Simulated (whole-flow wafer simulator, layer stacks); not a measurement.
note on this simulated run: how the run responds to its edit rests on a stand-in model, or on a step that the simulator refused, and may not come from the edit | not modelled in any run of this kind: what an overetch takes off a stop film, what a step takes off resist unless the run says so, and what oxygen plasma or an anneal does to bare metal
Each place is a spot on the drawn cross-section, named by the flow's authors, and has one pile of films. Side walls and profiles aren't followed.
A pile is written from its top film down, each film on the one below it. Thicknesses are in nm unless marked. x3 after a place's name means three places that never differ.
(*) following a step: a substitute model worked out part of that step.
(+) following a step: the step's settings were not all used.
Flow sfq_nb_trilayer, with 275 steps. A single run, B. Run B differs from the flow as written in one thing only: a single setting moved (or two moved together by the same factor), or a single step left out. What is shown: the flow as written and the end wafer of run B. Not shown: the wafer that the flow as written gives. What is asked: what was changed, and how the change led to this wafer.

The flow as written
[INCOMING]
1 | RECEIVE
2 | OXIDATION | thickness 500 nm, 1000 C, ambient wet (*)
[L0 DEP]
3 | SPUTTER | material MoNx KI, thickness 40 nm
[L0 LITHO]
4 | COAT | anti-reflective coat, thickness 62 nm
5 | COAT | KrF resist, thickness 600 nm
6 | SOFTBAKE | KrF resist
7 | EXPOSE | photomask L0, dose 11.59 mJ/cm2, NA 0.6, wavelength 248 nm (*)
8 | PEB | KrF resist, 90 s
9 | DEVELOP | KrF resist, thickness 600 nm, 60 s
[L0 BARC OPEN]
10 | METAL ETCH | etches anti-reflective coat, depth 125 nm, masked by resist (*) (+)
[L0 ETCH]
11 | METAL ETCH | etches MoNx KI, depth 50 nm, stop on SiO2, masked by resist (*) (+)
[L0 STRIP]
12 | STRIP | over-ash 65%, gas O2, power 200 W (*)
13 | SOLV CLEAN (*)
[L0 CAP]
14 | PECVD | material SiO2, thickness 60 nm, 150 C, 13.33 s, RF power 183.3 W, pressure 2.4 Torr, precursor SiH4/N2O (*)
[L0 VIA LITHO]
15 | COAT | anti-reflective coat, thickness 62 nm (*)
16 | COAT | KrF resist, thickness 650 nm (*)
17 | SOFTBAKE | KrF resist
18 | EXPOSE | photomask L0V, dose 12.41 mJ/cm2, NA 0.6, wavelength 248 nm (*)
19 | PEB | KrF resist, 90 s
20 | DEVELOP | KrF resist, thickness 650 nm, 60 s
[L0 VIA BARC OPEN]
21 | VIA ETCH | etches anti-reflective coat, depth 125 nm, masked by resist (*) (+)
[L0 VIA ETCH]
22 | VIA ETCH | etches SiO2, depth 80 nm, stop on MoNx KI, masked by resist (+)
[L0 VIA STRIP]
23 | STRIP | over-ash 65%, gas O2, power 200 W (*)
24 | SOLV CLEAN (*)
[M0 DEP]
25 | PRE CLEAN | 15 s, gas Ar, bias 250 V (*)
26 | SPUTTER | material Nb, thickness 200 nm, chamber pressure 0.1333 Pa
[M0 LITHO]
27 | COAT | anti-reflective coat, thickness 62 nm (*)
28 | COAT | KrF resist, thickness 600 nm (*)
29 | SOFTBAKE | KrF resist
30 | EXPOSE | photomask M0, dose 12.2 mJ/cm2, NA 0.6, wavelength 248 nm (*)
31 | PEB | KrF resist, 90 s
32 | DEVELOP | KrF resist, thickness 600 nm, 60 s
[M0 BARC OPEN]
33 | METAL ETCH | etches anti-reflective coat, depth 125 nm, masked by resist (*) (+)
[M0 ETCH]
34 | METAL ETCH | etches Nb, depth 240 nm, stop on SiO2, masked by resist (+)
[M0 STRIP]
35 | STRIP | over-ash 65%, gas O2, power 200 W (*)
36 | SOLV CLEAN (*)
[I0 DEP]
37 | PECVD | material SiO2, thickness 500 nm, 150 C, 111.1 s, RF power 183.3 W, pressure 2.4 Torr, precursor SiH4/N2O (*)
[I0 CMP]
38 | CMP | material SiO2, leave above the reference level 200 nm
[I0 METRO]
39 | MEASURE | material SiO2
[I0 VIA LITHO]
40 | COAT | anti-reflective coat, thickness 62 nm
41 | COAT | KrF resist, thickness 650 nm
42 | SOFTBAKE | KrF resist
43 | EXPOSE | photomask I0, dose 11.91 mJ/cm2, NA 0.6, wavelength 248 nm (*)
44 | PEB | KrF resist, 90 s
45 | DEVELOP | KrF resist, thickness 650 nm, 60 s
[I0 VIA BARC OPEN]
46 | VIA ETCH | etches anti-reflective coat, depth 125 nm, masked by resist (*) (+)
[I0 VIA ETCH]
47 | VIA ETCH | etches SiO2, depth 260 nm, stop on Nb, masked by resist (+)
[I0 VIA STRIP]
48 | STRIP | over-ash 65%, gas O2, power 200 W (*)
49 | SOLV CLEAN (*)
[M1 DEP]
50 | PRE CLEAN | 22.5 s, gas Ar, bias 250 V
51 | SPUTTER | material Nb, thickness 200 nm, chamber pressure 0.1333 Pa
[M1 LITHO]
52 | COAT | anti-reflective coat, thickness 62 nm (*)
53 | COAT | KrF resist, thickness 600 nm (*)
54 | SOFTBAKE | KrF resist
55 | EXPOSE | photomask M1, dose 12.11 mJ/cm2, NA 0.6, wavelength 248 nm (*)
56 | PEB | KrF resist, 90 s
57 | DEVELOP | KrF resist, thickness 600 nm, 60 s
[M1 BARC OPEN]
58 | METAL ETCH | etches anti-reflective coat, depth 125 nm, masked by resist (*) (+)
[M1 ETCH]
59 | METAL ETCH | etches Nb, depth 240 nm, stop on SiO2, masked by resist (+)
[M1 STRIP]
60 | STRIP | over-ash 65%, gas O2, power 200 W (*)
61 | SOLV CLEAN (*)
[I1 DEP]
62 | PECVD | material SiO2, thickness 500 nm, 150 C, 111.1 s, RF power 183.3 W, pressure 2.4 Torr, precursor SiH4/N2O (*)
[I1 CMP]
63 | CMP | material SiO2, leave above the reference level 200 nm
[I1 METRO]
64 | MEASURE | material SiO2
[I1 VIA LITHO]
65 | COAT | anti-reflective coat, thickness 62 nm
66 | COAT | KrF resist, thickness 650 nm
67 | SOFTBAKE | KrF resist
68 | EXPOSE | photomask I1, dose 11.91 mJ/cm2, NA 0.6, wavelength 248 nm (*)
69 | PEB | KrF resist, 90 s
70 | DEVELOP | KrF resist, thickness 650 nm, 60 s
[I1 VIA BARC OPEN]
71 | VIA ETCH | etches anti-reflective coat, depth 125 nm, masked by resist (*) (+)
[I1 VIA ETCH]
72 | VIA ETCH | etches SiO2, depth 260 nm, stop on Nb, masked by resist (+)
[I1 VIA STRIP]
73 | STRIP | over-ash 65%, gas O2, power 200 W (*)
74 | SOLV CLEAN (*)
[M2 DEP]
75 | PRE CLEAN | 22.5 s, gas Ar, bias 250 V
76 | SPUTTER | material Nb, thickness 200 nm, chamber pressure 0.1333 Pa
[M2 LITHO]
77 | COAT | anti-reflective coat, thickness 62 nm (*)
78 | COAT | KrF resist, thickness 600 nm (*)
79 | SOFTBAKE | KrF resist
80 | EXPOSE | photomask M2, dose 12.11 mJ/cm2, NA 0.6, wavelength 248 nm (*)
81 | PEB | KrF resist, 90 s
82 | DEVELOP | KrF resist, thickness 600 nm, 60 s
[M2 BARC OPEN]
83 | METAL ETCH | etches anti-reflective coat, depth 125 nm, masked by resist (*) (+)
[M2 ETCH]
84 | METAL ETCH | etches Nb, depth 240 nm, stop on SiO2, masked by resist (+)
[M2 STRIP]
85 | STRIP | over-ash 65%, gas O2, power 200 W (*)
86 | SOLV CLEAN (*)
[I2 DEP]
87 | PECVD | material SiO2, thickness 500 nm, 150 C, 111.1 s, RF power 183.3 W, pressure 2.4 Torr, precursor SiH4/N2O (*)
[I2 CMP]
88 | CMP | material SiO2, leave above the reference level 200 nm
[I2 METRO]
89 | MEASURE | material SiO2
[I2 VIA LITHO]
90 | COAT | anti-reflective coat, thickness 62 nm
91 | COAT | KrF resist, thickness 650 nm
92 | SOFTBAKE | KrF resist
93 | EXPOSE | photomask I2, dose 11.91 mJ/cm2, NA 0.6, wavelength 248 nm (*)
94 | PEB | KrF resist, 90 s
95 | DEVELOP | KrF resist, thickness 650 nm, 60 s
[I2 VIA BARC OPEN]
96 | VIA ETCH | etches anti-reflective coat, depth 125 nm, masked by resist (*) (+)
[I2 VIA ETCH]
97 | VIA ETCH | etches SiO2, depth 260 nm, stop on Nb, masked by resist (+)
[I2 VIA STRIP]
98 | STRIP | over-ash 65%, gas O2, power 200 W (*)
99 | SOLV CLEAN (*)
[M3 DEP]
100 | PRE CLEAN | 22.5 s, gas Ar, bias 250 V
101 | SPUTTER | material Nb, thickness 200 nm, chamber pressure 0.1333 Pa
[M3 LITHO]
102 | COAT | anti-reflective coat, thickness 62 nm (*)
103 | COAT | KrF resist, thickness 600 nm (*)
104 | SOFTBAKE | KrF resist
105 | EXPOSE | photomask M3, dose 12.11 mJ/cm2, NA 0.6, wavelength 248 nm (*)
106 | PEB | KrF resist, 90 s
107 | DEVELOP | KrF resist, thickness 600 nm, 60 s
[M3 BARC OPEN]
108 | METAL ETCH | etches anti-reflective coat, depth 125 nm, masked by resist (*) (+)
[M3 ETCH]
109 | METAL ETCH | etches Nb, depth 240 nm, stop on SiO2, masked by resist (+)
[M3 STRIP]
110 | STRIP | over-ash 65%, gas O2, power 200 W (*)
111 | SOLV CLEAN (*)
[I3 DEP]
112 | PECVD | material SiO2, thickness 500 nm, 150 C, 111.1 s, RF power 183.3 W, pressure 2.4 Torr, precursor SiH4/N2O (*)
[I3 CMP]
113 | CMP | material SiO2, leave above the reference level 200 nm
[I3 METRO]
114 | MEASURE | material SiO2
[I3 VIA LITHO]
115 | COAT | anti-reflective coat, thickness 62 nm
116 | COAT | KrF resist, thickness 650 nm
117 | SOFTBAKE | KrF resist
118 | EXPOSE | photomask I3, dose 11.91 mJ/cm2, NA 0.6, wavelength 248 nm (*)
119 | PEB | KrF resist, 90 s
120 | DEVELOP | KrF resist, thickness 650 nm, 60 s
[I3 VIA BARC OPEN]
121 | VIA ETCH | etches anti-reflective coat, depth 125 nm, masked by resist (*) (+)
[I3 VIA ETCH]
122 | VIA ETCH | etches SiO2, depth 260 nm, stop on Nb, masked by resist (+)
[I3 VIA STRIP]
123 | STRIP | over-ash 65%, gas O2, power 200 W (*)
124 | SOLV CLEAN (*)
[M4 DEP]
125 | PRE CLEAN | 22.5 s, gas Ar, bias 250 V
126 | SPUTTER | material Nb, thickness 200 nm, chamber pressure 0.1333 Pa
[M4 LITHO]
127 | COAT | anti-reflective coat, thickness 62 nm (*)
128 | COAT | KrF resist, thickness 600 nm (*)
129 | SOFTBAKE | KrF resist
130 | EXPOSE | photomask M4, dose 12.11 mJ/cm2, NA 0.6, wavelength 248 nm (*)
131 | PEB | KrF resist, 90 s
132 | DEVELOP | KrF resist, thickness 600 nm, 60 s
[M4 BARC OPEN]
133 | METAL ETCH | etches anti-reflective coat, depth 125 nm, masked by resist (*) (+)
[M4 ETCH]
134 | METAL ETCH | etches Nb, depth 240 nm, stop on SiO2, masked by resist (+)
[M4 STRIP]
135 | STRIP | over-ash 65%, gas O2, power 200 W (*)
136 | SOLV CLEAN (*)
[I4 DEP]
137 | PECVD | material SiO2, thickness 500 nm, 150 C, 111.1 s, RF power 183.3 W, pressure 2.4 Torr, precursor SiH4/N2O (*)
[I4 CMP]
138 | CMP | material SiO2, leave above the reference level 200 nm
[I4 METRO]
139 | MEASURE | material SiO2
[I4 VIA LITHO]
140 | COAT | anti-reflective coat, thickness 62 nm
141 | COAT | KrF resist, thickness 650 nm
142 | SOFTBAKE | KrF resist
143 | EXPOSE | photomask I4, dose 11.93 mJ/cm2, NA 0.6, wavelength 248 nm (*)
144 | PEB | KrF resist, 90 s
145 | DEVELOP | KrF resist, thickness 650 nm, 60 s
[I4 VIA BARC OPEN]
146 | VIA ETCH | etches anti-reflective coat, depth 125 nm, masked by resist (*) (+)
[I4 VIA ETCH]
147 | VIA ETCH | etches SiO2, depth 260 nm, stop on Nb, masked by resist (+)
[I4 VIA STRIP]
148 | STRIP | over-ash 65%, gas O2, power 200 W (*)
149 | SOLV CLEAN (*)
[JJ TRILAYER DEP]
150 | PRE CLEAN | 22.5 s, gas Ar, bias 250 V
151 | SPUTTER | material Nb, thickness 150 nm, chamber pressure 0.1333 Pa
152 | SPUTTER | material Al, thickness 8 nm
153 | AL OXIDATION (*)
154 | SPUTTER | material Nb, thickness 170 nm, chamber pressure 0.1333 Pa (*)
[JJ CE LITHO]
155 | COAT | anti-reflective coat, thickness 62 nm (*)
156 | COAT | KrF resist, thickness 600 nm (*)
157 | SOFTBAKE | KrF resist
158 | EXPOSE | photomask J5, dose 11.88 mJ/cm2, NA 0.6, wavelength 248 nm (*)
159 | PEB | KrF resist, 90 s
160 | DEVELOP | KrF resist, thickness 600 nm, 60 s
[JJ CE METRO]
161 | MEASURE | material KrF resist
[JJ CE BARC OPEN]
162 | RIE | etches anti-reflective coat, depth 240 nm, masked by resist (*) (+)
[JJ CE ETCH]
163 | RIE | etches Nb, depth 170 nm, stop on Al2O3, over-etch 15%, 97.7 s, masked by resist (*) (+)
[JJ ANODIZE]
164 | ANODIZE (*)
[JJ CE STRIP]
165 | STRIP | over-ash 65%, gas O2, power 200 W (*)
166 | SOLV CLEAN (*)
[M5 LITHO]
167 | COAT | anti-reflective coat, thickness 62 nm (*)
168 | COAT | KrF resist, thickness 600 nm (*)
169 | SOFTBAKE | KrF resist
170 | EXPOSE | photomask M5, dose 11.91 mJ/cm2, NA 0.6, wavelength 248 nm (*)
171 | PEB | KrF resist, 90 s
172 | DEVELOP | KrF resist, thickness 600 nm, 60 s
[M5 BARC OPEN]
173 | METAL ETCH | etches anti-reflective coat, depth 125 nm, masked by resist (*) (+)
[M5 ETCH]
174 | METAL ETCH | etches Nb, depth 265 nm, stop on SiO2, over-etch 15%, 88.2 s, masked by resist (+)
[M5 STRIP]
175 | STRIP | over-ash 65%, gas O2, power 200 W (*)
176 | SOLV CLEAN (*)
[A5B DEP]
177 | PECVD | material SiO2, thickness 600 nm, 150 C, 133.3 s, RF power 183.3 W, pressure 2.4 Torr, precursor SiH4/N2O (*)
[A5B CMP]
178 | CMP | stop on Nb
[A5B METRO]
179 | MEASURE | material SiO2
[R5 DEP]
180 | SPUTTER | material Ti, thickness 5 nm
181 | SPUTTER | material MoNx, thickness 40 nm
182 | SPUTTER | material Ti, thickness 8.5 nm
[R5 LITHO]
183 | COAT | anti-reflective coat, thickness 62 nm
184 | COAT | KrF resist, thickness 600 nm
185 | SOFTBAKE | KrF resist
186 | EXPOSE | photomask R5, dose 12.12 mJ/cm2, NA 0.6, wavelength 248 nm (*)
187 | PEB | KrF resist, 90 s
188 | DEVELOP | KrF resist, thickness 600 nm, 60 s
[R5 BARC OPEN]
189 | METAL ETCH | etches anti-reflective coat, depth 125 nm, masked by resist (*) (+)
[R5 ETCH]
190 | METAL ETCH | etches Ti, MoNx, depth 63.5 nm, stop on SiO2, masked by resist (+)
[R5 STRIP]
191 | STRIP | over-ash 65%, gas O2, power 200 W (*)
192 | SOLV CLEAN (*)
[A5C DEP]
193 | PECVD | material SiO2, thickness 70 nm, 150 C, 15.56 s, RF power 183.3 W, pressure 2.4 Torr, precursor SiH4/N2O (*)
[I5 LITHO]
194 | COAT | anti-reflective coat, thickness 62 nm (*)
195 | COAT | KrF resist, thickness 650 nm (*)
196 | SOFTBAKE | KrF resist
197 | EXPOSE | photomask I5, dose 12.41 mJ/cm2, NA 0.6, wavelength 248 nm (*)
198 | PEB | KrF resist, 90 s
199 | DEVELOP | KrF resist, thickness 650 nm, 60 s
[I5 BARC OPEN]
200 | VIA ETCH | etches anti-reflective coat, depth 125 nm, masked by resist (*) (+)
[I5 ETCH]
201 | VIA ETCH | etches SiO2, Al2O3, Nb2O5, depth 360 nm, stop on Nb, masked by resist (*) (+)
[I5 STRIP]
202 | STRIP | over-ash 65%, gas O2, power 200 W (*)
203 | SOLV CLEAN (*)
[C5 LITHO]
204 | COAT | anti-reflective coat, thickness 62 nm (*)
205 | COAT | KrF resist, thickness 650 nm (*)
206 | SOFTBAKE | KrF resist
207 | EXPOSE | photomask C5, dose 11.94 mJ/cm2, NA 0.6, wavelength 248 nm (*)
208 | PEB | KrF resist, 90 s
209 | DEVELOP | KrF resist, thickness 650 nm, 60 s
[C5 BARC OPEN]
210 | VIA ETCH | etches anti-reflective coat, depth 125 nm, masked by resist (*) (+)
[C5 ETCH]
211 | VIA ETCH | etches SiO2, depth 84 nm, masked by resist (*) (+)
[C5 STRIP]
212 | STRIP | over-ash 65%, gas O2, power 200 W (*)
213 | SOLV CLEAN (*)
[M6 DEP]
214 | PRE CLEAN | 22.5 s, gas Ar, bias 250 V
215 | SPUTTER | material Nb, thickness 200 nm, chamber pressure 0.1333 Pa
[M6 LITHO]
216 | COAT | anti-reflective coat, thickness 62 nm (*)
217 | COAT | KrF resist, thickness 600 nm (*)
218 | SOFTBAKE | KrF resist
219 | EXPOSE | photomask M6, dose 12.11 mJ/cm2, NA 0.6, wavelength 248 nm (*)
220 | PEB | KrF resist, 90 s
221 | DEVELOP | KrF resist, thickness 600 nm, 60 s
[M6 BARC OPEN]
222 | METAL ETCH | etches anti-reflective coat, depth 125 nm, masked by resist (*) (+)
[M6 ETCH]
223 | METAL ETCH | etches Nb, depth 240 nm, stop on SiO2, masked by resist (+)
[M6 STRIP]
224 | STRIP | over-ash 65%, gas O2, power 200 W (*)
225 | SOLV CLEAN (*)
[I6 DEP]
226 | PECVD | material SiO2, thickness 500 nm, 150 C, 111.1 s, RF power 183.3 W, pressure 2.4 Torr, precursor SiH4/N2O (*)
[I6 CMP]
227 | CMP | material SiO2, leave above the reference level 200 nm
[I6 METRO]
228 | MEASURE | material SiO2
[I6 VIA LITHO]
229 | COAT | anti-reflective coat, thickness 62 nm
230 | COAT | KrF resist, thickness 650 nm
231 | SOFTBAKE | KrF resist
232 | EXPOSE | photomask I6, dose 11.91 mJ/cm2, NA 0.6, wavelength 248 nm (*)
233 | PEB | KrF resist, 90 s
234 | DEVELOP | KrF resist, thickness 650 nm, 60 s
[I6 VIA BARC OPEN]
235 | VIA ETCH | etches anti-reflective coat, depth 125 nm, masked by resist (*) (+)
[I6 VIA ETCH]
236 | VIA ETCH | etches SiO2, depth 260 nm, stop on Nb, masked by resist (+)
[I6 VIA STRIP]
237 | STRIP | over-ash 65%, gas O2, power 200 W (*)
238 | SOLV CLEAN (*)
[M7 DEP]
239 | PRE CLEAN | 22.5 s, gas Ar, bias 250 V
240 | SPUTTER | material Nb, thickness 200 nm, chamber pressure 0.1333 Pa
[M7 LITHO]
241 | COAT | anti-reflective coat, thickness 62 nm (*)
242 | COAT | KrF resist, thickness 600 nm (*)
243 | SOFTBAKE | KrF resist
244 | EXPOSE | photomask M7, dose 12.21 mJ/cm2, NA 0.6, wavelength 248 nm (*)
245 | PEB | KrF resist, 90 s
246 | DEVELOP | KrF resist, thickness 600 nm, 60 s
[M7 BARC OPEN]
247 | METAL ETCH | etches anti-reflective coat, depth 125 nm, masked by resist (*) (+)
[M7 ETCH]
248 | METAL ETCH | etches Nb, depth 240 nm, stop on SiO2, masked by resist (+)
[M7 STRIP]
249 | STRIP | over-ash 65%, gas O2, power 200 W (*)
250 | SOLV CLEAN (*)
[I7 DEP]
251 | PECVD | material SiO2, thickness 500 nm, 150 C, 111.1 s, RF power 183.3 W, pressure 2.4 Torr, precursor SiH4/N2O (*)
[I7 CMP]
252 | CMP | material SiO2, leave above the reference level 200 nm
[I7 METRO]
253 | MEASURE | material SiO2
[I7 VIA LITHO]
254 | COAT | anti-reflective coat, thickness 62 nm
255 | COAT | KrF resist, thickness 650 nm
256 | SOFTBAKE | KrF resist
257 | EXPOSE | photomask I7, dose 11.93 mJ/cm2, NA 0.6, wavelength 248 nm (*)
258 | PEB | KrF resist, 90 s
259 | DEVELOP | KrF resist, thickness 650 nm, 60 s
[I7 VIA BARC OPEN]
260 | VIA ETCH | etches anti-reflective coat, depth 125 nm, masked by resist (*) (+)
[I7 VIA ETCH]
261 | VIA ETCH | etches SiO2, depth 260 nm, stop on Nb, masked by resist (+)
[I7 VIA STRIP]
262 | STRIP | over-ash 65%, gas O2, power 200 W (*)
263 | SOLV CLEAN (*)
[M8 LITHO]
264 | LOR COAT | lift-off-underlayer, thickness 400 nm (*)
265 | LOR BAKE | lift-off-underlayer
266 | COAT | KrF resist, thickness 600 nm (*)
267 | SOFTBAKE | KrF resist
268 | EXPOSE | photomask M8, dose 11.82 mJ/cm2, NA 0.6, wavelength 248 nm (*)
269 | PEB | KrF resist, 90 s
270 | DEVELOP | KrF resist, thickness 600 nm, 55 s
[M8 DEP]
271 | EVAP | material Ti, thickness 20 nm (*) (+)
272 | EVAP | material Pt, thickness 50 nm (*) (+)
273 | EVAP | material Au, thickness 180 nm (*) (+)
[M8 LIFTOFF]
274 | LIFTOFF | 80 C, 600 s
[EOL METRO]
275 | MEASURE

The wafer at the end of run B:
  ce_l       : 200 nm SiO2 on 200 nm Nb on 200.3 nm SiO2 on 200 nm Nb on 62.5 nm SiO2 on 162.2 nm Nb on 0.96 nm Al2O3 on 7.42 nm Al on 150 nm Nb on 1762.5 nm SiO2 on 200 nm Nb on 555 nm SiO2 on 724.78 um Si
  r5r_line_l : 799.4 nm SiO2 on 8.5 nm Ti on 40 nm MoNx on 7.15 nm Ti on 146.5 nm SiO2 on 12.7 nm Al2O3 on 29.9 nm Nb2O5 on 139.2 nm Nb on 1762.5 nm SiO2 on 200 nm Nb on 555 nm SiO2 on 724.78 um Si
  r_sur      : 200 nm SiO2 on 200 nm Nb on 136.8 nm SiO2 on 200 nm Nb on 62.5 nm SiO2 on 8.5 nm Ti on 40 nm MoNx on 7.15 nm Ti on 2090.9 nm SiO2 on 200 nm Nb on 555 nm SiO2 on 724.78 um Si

What caused this: step 180, SPUTTER: thickness 7.15 nm was run, while the flow as written has thickness 5 nm.
One can read it off the wafer: r5r_line_l has Ti 7.15, and step 180 as written asks for 5 nm.

Step by step, how the change led to this:
  180 | SPUTTER | material Ti, thickness 5 nm
      field_l, v_sur, via_wl and 103 more: +7.15 Ti (new film) (in the flow as written it would be: +5 Ti (new film))
  190 | METAL ETCH | etches Ti, MoNx, depth 63.5 nm, stop on SiO2, masked by resist (+)
      field_l, v_sur, via_wl and 92 more: -8.5 Ti (all of it), -40 MoNx (all of it), -7.15 Ti (all of it) (in the flow as written it would be: -8.5 Ti (all of it), -40 MoNx (all of it), -5 Ti (all of it))
      ce_l, c5j, ce_r, wl_jj: -8.5 Ti (all of it), -40 MoNx (all of it), -7.15 Ti (all of it), -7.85 Nb (in the flow as written it would be: -8.5 Ti (all of it), -40 MoNx (all of it), -5 Ti (all of it), -10 Nb)
